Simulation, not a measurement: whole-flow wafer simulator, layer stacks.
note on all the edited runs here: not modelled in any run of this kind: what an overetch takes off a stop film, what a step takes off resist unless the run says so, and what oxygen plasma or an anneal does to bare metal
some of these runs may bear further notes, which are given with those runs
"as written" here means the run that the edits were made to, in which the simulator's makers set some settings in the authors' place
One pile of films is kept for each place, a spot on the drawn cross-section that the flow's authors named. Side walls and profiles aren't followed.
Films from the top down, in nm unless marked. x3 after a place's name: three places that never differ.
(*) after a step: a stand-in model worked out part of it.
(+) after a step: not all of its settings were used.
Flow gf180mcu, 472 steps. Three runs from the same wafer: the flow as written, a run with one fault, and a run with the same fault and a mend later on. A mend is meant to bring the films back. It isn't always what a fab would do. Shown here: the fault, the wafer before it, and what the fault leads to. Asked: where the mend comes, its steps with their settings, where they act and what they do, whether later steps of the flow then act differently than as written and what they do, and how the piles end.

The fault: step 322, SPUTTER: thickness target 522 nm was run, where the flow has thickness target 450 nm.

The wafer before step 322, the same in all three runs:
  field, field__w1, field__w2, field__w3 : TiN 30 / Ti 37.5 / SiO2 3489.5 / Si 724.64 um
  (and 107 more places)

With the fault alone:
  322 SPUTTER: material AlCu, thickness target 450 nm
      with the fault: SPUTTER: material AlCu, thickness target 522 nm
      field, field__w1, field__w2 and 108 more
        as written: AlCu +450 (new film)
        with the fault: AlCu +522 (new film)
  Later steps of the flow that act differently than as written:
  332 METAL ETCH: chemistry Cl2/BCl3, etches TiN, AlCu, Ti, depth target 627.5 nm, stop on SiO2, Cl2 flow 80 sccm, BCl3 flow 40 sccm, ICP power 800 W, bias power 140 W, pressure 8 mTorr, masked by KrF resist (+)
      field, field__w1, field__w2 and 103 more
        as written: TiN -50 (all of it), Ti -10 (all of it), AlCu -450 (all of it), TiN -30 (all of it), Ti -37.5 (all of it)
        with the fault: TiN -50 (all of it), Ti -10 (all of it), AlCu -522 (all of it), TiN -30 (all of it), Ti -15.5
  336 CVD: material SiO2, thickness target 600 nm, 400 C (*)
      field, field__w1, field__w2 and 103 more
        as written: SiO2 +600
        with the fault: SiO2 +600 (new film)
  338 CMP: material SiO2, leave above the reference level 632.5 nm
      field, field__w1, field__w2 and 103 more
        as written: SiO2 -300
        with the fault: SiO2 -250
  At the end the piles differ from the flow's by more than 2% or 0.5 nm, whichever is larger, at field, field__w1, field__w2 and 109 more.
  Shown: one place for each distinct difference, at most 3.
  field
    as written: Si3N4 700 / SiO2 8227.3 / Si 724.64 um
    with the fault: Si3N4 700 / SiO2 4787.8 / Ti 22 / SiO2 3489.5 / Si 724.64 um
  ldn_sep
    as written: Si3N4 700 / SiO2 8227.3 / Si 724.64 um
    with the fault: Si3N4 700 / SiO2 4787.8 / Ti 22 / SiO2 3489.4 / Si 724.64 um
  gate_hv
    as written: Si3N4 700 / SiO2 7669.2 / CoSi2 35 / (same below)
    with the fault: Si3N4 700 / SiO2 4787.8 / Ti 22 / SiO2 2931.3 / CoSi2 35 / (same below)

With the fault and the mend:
  The mend comes after step 322.
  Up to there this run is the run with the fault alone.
  322a METAL ETCH: chemistry Cl2/BCl3, etches TiN, AlCu, Ti, depth target 72 nm, Cl2 flow 80 sccm, BCl3 flow 40 sccm, ICP power 800 W, bias power 140 W, pressure 8 mTorr (the flow's step 260 once more, with other settings)
      field, field__w1, field__w2 and 108 more
        AlCu -72
  No later step of the flow acts differently than as written at any place that is followed.
  At the end the piles are the same as the flow's at every place that both follow.
